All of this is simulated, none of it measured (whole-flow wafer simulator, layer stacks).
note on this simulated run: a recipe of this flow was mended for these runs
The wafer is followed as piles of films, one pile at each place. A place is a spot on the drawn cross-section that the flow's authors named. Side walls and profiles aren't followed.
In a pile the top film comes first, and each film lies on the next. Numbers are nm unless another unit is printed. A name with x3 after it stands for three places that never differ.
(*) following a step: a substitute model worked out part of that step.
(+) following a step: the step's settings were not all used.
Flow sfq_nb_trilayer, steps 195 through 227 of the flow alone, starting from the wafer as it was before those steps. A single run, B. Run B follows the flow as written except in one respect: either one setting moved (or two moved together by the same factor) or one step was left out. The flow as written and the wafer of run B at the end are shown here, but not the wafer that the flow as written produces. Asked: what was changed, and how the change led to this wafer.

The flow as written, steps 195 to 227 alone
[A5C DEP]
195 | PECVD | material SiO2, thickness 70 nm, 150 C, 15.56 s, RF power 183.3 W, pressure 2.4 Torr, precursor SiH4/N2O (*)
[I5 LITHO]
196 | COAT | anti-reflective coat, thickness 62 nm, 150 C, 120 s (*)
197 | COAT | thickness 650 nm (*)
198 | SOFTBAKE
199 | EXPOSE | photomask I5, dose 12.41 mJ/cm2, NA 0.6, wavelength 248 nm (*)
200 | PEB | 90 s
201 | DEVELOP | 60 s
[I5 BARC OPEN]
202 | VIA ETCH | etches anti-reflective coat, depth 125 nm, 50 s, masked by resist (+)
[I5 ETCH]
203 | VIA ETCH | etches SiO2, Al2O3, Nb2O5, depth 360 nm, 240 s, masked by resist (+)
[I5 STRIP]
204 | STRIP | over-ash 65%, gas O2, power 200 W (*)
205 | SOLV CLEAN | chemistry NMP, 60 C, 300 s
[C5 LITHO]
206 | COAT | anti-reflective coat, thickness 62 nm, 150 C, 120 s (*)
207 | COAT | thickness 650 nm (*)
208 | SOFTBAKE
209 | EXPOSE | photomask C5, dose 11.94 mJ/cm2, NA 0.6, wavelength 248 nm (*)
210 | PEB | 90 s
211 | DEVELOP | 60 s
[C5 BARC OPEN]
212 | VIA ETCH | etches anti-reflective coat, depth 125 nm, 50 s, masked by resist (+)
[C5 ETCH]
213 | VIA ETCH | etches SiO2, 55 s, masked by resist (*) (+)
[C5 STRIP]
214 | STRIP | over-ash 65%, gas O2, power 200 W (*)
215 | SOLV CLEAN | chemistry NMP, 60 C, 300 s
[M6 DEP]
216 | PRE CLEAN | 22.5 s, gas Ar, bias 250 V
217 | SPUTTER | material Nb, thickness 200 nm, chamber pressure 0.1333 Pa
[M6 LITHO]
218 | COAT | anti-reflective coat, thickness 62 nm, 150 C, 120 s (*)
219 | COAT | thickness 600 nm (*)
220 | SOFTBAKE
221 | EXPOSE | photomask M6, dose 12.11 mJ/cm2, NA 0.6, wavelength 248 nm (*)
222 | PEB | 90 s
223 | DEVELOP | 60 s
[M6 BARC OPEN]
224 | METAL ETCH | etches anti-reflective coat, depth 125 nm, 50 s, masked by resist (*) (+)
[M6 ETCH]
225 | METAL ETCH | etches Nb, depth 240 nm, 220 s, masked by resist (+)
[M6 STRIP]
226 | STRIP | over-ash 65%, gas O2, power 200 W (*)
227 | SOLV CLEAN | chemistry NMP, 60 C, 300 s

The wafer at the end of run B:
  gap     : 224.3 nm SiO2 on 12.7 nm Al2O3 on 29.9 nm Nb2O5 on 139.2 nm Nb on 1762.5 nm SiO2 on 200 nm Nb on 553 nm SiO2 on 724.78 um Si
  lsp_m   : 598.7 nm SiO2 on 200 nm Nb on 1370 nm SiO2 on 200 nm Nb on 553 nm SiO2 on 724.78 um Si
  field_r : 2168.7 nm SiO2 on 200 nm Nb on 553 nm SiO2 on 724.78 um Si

Cause: step 195, PECVD: thickness 91 nm was run, though the flow has thickness 70 nm; step 195, PECVD: 20.22 s was run, where the flow has 15.56 s.

Step by step, how the change led to this:
  195 | PECVD | material SiO2, thickness 70 nm, 150 C, 15.56 s, RF power 183.3 W, pressure 2.4 Torr, precursor SiH4/N2O (*)
      field_l, v_sur, via_wl and 92 more: +91 SiO2 (in the flow as written it would be: +70 SiO2)
      ce_l, c5j, ce_r and 8 more: +91 SiO2 (new film) (in the flow as written it would be: +70 SiO2 (new film))
  196 | COAT | anti-reflective coat, thickness 62 nm, 150 C, 120 s (*)
      r5r_line_l, r5r_line_c, r5r_line_r: +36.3 anti-reflective coat (new film) (in the flow as written it would be: +35.5 anti-reflective coat (new film))
  203 | VIA ETCH | etches SiO2, Al2O3, Nb2O5, depth 360 nm, 240 s, masked by resist (+)
      be: -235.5 SiO2 (all of it), -12.7 Al2O3 (all of it), -29.9 Nb2O5 (all of it), -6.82 Nb (in the flow as written it would be: -214.5 SiO2 (all of it), -12.7 Al2O3 (all of it), -29.9 Nb2O5 (all of it), -8.57 Nb)
  204 | STRIP | over-ash 65%, gas O2, power 200 W (*)
      r5r_line_l, r5r_line_c, r5r_line_r: -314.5 KrF-resist-other-grade (all of it), -36.3 anti-reflective coat (all of it) (in the flow as written it would be: -314.5 KrF-resist-other-grade (all of it), -35.5 anti-reflective coat (all of it))
  206 | COAT | anti-reflective coat, thickness 62 nm, 150 C, 120 s (*)
      r5r_line_l, r5r_line_c, r5r_line_r: +36.3 anti-reflective coat (new film) (in the flow as written it would be: +35.5 anti-reflective coat (new film))
      be: +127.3 anti-reflective coat (new film) (in the flow as written it would be: +124.3 anti-reflective coat (new film))
  213 | VIA ETCH | etches SiO2, 55 s, masked by resist (*) (+)
      c5j: -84 SiO2 (in the flow as written it would be: -69.7 SiO2 (all of it), -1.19 Nb)
      res: -84 SiO2 (in the flow as written it would be: -69.7 SiO2 (all of it), -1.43 Ti)
  214 | STRIP | over-ash 65%, gas O2, power 200 W (*)
      r5r_line_l, r5r_line_c, r5r_line_r: -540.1 KrF-resist-other-grade (all of it), -36.3 anti-reflective coat (all of it) (in the flow as written it would be: -540 KrF-resist-other-grade (all of it), -35.5 anti-reflective coat (all of it))
      be: -719.6 KrF-resist-other-grade (all of it), -127.3 anti-reflective coat (all of it) (in the flow as written it would be: -705.8 KrF-resist-other-grade (all of it), -124.3 anti-reflective coat (all of it))
  216 | PRE CLEAN | 22.5 s, gas Ar, bias 250 V
      c5j: -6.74 SiO2 (all of it), -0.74 Nb (in the flow as written it would be: -6.45 Nb)
      res: -6.67 SiO2 (all of it), -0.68 Ti (in the flow as written it would be: -4.53 Ti)
  217 | SPUTTER | material Nb, thickness 200 nm, chamber pressure 0.1333 Pa
      be: +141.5 Nb (in the flow as written it would be: +145.8 Nb)
      c5j: +183.2 Nb (in the flow as written it would be: +188.4 Nb)
  218 | COAT | anti-reflective coat, thickness 62 nm, 150 C, 120 s (*)
      be: +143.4 anti-reflective coat (new film) (in the flow as written it would be: +139.6 anti-reflective coat (new film))
      be_sur: +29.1 anti-reflective coat (new film) (in the flow as written it would be: +28.5 anti-reflective coat (new film))
      (also at 8 further places)
  219 | COAT | thickness 600 nm (*)
      be: +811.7 KrF-resist-other-grade (new film) (in the flow as written it would be: +795.2 KrF-resist-other-grade (new film))
  226 | STRIP | over-ash 65%, gas O2, power 200 W (*)
      be: -575.8 KrF-resist-other-grade (all of it), -143.4 anti-reflective coat (all of it) (in the flow as written it would be: -559.4 KrF-resist-other-grade (all of it), -139.6 anti-reflective coat (all of it))
      be_sur: -362.5 KrF-resist-other-grade (all of it), -29.1 anti-reflective coat (all of it) (in the flow as written it would be: -365.3 KrF-resist-other-grade (all of it), -28.5 anti-reflective coat (all of it))
      (also at 8 further places)
